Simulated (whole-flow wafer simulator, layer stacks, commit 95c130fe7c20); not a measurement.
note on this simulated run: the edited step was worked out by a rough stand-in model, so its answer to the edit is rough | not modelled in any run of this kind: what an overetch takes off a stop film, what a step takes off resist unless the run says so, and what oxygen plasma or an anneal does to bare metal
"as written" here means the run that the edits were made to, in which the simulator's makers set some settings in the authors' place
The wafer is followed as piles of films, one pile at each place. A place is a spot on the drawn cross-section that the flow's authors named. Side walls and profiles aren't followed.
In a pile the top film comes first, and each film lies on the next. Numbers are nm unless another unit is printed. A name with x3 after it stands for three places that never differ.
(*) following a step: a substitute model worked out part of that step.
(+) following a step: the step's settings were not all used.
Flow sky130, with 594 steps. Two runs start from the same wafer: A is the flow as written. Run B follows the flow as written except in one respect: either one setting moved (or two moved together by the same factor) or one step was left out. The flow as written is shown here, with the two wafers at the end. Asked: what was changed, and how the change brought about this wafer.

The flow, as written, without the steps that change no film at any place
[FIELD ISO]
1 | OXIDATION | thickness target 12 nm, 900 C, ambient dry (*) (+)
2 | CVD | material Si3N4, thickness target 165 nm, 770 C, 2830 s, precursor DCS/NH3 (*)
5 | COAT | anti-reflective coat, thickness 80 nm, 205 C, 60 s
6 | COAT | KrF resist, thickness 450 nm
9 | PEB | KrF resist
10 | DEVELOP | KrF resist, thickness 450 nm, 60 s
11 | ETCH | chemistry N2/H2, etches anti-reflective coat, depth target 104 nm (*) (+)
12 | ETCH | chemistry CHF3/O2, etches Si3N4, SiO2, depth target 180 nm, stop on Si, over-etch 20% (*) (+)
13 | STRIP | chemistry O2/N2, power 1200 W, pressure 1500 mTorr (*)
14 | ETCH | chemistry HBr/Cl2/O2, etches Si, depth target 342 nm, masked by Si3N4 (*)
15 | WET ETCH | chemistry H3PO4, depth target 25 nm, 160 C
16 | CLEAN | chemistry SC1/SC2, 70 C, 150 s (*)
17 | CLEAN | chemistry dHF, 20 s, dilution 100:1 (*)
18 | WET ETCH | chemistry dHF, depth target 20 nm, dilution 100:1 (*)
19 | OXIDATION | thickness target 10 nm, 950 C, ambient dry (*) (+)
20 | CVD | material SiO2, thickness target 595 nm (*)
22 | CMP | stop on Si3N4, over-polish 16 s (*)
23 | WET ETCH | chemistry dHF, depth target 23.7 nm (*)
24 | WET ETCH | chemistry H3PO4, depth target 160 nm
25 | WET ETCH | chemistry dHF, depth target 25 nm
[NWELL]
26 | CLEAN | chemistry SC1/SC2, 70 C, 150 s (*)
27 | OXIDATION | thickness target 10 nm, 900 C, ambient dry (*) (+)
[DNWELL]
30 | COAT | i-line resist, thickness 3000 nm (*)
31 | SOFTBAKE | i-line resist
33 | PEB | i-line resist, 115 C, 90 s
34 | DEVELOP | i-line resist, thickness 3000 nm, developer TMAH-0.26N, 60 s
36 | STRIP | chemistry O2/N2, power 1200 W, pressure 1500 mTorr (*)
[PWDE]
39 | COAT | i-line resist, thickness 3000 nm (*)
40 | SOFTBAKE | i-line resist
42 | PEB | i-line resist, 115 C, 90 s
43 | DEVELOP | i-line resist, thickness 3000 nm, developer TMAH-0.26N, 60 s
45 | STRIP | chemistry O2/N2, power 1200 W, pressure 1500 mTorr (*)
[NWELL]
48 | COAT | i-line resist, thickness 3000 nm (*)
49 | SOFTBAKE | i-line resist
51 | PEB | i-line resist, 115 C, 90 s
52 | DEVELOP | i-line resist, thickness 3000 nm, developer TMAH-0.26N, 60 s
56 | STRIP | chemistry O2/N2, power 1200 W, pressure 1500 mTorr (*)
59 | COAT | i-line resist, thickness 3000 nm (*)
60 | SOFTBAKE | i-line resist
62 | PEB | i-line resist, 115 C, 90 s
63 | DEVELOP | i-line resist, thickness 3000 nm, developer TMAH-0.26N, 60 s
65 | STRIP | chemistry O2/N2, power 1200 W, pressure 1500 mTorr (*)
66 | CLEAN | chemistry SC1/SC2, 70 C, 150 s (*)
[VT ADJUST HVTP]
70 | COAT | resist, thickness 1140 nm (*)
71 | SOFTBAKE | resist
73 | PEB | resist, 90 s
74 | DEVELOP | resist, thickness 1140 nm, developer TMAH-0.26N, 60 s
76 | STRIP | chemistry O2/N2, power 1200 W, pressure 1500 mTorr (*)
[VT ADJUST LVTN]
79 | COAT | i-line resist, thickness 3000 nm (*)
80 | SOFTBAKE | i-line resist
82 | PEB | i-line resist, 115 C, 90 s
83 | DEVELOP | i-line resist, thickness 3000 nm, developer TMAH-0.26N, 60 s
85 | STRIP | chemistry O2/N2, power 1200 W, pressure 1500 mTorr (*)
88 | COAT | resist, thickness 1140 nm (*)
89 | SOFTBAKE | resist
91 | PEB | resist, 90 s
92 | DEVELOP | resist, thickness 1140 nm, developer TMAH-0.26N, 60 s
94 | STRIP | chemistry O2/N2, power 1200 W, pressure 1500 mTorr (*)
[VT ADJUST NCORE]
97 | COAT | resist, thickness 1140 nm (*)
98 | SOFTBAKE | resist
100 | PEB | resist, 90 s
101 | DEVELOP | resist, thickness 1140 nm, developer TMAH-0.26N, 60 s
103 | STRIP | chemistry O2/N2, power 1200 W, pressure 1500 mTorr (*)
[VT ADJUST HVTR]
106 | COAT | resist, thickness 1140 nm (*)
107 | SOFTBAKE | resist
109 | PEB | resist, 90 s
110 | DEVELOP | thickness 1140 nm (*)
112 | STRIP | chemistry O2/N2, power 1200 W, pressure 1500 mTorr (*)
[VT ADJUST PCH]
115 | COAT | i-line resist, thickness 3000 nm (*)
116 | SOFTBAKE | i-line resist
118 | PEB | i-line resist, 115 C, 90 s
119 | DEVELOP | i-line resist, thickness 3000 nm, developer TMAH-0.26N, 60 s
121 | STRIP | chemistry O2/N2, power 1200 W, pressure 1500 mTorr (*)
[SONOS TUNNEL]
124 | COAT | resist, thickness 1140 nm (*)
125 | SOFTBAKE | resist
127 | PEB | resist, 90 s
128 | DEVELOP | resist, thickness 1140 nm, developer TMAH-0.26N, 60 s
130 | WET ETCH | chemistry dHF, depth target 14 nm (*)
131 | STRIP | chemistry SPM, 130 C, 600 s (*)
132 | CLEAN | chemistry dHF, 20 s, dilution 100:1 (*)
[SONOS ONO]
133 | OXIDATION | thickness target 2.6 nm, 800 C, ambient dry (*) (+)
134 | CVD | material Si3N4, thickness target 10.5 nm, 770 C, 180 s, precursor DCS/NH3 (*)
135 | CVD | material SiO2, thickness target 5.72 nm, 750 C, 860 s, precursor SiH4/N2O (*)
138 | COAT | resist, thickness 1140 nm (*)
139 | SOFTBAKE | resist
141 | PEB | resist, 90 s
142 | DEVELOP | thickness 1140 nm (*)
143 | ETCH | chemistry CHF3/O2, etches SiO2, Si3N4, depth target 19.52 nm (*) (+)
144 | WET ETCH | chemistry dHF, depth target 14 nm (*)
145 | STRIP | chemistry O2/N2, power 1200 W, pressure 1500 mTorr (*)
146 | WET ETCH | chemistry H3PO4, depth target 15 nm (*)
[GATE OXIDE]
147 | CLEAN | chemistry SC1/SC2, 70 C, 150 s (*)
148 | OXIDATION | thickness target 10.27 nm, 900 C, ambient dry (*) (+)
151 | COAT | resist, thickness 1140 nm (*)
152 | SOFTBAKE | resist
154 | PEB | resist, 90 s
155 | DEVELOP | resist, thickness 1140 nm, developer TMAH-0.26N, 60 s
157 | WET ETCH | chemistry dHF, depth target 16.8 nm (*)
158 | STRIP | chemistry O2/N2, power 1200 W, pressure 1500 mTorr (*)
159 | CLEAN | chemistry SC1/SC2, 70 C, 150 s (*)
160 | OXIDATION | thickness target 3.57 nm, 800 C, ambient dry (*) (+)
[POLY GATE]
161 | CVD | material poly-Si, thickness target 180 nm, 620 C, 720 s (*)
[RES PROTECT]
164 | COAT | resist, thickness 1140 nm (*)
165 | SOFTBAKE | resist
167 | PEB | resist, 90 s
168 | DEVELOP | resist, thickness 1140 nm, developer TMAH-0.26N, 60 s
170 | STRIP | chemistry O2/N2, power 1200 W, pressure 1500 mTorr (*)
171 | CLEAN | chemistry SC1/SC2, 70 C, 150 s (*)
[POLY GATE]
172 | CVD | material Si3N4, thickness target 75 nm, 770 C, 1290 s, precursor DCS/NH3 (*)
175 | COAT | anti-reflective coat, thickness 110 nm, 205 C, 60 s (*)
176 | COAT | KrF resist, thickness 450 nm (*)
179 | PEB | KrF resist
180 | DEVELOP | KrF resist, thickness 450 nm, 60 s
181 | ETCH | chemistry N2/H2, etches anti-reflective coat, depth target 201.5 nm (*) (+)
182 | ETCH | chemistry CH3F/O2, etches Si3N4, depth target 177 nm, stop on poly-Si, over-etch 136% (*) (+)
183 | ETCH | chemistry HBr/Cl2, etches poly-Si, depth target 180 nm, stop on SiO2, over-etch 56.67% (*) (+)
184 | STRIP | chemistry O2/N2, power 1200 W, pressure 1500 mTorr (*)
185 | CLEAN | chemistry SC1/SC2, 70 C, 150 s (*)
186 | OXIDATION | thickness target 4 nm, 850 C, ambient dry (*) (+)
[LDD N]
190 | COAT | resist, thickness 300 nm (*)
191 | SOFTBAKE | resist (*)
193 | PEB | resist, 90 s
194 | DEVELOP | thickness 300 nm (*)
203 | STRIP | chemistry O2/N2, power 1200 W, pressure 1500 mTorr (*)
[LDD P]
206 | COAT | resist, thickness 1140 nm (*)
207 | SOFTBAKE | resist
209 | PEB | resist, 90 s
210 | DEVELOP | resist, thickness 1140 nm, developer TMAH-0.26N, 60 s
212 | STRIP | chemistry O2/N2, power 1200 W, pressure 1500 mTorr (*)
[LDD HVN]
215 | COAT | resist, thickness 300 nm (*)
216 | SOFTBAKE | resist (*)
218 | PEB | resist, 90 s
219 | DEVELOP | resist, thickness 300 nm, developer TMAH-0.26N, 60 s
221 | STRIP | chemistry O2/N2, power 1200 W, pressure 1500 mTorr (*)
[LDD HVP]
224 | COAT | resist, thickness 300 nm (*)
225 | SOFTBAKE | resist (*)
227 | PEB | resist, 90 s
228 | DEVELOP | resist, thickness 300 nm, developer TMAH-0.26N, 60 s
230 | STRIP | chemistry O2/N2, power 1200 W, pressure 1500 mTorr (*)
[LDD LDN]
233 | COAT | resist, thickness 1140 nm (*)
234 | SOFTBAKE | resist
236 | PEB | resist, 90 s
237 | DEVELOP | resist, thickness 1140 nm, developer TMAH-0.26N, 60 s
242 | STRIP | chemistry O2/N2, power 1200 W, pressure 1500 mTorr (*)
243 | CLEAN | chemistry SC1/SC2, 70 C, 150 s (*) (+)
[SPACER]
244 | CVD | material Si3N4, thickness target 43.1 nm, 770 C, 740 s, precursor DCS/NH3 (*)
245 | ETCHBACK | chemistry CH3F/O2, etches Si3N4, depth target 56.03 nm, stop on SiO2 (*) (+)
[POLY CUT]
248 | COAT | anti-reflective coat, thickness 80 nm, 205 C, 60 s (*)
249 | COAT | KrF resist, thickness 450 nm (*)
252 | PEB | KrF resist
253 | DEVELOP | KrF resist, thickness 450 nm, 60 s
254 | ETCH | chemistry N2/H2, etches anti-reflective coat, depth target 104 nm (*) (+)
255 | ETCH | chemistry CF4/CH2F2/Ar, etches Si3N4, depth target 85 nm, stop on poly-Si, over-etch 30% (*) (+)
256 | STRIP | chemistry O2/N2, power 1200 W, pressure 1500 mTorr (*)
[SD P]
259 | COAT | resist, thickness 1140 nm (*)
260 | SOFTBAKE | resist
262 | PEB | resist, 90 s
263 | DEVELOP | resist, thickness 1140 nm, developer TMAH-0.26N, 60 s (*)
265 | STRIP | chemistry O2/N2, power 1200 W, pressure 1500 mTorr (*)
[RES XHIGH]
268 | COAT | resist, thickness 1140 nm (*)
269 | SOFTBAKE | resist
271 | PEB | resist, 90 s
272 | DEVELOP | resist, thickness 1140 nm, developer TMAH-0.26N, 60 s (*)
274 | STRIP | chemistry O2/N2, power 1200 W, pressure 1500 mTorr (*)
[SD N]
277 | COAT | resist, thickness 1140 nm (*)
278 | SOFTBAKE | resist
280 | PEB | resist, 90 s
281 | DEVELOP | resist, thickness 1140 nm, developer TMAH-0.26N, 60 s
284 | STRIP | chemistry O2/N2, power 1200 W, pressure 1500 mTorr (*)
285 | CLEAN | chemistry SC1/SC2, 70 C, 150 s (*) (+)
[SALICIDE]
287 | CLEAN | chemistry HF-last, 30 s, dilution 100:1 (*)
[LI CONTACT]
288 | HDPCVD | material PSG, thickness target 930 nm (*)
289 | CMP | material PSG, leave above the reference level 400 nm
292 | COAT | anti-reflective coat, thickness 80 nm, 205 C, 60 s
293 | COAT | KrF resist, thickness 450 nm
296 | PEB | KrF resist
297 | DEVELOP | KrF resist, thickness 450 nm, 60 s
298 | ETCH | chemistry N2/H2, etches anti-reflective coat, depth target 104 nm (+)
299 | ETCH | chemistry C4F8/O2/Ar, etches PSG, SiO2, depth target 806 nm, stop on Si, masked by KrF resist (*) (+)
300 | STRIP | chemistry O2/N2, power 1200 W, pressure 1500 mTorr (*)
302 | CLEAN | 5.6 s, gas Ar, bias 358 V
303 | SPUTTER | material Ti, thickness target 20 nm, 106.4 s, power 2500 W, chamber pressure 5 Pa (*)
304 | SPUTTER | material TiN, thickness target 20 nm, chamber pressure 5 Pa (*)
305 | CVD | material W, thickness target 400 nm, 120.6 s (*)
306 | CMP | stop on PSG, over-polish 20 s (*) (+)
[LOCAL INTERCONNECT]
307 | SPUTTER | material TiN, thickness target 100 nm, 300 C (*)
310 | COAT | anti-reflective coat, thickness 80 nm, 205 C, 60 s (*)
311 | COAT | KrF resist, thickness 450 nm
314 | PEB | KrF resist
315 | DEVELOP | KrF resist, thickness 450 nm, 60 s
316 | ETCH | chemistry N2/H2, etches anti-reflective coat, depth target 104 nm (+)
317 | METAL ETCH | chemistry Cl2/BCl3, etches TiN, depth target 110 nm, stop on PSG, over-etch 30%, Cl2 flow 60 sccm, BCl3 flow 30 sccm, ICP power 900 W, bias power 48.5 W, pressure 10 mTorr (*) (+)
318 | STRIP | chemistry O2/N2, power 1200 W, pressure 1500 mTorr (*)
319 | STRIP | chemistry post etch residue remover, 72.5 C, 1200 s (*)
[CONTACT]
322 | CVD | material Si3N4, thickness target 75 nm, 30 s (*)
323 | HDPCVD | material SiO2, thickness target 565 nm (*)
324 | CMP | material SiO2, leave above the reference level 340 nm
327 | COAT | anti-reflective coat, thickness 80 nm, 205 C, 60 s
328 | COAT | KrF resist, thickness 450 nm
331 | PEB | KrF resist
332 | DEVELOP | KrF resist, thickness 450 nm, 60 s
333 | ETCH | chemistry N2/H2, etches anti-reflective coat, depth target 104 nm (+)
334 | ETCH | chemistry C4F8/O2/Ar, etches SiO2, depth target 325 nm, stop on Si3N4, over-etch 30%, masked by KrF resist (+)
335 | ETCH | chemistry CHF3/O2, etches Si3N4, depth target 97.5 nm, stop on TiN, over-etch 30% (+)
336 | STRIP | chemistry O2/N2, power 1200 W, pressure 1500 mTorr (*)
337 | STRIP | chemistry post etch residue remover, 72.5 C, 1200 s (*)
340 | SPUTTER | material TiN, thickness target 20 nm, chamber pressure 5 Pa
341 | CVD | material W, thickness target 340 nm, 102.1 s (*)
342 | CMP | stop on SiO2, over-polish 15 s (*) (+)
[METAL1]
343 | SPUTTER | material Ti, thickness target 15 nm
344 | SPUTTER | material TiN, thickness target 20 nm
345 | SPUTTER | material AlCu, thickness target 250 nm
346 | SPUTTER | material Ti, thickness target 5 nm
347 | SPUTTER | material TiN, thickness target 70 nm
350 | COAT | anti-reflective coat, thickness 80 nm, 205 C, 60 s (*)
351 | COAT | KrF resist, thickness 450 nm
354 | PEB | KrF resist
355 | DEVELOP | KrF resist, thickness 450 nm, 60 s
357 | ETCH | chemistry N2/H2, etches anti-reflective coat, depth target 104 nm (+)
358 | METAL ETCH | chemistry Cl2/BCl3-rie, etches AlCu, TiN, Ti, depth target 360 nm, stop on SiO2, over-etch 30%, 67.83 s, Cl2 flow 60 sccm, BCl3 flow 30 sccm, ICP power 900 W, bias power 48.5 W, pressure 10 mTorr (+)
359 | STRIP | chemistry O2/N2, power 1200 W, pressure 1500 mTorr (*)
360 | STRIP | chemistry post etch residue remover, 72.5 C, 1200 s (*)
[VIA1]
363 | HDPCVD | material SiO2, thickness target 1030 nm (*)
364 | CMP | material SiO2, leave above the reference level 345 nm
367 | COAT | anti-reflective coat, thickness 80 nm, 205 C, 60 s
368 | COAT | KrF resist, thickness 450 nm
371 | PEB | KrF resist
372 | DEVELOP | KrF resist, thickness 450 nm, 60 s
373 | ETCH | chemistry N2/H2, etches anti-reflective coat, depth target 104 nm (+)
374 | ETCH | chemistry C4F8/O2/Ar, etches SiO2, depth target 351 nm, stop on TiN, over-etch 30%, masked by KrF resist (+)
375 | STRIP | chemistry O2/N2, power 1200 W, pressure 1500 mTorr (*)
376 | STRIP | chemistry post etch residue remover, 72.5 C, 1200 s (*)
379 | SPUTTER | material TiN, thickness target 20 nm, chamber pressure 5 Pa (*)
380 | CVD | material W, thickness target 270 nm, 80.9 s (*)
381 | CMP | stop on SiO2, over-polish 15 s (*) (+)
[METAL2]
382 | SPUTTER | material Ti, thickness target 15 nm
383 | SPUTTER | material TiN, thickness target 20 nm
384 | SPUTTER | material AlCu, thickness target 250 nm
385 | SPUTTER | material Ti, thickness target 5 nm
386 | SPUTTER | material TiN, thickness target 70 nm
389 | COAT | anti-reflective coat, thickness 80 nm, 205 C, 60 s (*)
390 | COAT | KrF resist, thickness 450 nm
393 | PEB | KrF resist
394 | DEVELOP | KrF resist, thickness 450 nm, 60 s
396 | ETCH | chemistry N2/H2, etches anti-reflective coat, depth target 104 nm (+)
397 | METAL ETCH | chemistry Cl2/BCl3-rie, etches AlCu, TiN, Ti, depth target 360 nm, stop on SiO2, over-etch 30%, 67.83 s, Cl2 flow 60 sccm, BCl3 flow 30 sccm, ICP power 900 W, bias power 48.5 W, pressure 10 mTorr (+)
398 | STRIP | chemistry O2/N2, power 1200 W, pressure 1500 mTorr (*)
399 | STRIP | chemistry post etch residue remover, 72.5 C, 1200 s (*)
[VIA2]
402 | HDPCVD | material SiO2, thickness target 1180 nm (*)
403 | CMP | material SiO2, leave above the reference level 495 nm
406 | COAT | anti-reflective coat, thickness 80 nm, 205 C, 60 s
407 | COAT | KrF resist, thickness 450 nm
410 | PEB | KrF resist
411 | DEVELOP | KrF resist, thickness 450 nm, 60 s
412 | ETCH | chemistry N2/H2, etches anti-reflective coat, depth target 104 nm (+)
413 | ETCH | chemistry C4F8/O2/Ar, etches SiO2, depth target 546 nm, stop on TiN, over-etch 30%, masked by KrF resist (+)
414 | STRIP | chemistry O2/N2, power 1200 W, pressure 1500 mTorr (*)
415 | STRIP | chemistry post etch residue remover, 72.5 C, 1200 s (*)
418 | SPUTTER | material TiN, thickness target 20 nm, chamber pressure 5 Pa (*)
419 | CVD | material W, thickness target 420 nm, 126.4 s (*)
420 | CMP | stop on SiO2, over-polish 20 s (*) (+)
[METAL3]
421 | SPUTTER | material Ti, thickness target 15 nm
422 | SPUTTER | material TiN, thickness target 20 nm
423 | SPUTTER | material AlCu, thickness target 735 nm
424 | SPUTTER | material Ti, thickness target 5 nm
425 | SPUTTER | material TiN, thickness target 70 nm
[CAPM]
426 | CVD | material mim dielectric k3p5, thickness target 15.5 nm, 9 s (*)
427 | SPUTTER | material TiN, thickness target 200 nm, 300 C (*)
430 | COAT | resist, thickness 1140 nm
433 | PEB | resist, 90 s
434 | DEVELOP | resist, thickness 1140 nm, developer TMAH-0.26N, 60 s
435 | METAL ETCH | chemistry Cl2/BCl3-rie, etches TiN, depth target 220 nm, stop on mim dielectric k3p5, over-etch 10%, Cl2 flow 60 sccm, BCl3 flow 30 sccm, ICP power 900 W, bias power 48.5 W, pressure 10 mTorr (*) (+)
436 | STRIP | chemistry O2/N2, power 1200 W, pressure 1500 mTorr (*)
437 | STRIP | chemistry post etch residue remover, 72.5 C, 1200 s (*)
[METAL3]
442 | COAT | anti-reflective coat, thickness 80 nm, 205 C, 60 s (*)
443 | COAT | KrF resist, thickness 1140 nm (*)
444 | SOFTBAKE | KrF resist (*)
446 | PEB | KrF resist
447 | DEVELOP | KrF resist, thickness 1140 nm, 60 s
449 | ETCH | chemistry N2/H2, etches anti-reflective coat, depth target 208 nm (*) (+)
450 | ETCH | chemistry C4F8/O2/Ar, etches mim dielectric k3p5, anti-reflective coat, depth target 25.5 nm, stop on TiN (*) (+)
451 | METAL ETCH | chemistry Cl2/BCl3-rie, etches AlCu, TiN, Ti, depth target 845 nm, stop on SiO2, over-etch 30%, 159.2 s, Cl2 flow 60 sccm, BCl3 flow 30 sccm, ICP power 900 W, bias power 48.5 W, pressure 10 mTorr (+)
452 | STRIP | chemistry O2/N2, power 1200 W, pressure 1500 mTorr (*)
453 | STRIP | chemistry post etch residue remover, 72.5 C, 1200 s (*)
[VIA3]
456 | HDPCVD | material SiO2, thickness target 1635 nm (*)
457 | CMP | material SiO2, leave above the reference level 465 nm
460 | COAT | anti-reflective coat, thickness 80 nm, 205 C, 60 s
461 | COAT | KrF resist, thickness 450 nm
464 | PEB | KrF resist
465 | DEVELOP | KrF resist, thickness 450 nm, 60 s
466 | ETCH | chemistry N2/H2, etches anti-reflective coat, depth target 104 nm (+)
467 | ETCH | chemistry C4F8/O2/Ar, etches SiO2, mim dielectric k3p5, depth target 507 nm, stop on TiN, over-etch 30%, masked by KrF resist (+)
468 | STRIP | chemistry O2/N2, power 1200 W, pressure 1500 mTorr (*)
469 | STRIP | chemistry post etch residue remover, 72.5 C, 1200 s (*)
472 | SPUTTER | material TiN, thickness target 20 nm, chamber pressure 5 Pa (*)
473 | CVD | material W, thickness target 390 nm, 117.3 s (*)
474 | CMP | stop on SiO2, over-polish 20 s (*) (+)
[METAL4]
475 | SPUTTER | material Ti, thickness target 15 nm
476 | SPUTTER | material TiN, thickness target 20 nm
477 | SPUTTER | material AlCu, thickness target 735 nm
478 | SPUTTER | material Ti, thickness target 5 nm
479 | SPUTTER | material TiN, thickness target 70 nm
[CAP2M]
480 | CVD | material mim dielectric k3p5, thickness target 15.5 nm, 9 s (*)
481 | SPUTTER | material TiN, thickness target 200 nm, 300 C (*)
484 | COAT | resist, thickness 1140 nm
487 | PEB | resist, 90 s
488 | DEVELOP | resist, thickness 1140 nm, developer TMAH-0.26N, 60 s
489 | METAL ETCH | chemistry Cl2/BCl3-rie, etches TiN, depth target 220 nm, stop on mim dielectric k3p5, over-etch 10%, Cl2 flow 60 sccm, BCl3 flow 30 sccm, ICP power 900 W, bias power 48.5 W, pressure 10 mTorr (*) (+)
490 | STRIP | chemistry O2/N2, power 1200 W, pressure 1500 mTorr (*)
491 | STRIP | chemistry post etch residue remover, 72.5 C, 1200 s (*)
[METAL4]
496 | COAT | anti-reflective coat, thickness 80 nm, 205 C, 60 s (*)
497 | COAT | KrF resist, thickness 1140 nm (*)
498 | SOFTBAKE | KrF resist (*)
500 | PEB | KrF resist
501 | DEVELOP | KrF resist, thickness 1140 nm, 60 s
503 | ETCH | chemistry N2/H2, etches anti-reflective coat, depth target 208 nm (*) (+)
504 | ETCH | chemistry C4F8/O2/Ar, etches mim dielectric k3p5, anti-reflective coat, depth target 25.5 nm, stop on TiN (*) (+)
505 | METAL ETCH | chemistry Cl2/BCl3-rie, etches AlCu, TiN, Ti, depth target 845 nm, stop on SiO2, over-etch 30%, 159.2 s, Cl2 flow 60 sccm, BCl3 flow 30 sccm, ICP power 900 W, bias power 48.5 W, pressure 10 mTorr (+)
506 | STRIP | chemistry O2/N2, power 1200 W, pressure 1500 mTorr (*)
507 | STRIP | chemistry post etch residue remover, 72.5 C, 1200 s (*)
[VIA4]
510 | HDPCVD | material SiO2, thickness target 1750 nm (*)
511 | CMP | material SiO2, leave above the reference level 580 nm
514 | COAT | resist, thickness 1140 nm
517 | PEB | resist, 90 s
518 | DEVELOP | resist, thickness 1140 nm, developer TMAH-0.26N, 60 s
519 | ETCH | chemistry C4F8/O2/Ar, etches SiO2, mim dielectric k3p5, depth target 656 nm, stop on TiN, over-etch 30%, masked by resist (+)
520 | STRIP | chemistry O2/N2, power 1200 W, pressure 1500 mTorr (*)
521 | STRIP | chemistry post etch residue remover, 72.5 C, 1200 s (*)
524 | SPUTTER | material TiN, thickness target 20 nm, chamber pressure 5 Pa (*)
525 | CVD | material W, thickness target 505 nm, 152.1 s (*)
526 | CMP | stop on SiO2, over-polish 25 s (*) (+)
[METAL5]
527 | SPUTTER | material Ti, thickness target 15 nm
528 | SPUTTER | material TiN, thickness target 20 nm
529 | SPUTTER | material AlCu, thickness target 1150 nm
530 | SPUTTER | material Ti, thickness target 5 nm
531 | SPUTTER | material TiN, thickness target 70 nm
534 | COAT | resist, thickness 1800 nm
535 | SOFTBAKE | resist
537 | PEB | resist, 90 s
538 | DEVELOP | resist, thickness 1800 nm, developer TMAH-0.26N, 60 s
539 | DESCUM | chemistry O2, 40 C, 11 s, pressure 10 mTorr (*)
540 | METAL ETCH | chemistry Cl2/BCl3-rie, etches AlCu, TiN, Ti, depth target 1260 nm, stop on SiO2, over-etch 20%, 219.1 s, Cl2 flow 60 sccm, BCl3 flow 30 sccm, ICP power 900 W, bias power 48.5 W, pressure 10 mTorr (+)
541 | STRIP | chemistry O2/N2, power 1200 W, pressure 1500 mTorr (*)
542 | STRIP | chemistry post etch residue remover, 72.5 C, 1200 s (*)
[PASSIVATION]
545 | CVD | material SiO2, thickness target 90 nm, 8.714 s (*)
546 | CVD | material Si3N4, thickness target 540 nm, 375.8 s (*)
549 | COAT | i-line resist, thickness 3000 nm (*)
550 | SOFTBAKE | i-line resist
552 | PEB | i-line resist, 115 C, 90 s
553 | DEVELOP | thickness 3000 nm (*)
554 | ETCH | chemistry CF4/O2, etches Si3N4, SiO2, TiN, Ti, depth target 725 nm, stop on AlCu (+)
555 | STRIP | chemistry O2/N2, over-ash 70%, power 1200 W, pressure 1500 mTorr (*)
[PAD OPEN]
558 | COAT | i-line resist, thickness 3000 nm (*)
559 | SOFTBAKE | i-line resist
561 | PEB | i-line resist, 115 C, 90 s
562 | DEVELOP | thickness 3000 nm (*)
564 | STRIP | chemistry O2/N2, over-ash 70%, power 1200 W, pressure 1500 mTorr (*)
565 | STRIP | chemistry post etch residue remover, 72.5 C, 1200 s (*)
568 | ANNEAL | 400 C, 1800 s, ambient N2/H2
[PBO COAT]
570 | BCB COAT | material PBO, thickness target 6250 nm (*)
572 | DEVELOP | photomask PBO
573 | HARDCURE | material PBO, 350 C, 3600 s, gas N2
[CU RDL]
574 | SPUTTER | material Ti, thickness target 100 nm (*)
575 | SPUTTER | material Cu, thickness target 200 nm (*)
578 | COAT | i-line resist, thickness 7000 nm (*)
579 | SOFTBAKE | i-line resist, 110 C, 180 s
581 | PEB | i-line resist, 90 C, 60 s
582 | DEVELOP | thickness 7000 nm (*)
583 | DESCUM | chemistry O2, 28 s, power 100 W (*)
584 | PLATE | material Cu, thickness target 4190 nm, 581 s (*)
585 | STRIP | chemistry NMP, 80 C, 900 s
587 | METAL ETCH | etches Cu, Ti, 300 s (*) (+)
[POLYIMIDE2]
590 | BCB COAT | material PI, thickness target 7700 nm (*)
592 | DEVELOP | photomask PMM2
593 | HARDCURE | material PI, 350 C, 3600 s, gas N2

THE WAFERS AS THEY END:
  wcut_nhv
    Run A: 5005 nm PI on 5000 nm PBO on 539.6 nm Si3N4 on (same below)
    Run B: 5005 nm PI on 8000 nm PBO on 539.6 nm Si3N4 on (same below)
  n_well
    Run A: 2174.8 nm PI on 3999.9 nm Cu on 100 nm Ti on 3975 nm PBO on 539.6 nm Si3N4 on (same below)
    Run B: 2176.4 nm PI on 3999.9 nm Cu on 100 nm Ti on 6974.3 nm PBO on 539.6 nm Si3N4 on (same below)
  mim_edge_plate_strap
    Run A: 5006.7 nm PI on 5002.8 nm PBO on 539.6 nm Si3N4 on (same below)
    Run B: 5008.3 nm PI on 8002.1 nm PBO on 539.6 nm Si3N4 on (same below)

Cause: step 570, BCB COAT: thickness target 10000 nm was run, while the flow as written has thickness target 6250 nm.

Step by step, how the change led to this:
  570 | BCB COAT | material PBO, thickness target 6250 nm (*)
      dice_street, vpp_sp, vpp_ln and 71 more: A PBO gains 6250 (new film) | B PBO gains 10 um (new film)
      field, active, spacer and 14 more: A PBO gains 6257.1 (new film) | B PBO gains 10.01 um (new film)
      (and at 102 other places as well)
  572 | DEVELOP | photomask PBO
      pad: A PBO loses 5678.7 (all of it) | B PBO loses 9427.8 (all of it)
  573 | HARDCURE | material PBO, 350 C, 3600 s, gas N2
      dice_street, vpp_sp, vpp_ln and 71 more: A PBO loses 1250 | B PBO loses 2000
      field, gate_lvt_sd, active_lvt, spacer_lvt: A PBO loses 1251.7 | B PBO loses 2001.7
      (and at 114 other places as well)
  574 | SPUTTER | material Ti, thickness target 100 nm (*)
      active_hv5: A Ti gains 100 (new film) | B Ti gains 97.9 (new film)
  578 | COAT | i-line resist, thickness 7000 nm (*)
      pad: A i-line resist gains 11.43 um (new film) | B i-line resist gains 14.43 um (new film)
  579 | SOFTBAKE | i-line resist, 110 C, 180 s
      iso_guard: A i-line resist gains 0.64 | B i-line resist loses 2.88
      npn_par_e: A i-line resist gains 0.35 | B i-line resist loses 2.94
      (and at 105 other places as well)
  581 | PEB | i-line resist, 90 C, 60 s
      pad: A i-line resist loses 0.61 | B i-line resist loses 1.74
  582 | DEVELOP | thickness 7000 nm (*)
      pad: A i-line resist loses 11.43 um (all of it) | B i-line resist loses 14.43 um (all of it)
  590 | BCB COAT | material PI, thickness target 7700 nm (*)
      pad: A PI gains 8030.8 (new film) | B PI gains 11.03 um (new film)
  592 | DEVELOP | photomask PMM2
      pad: A PI loses 8030.8 (all of it) | B PI loses 11.03 um (all of it)
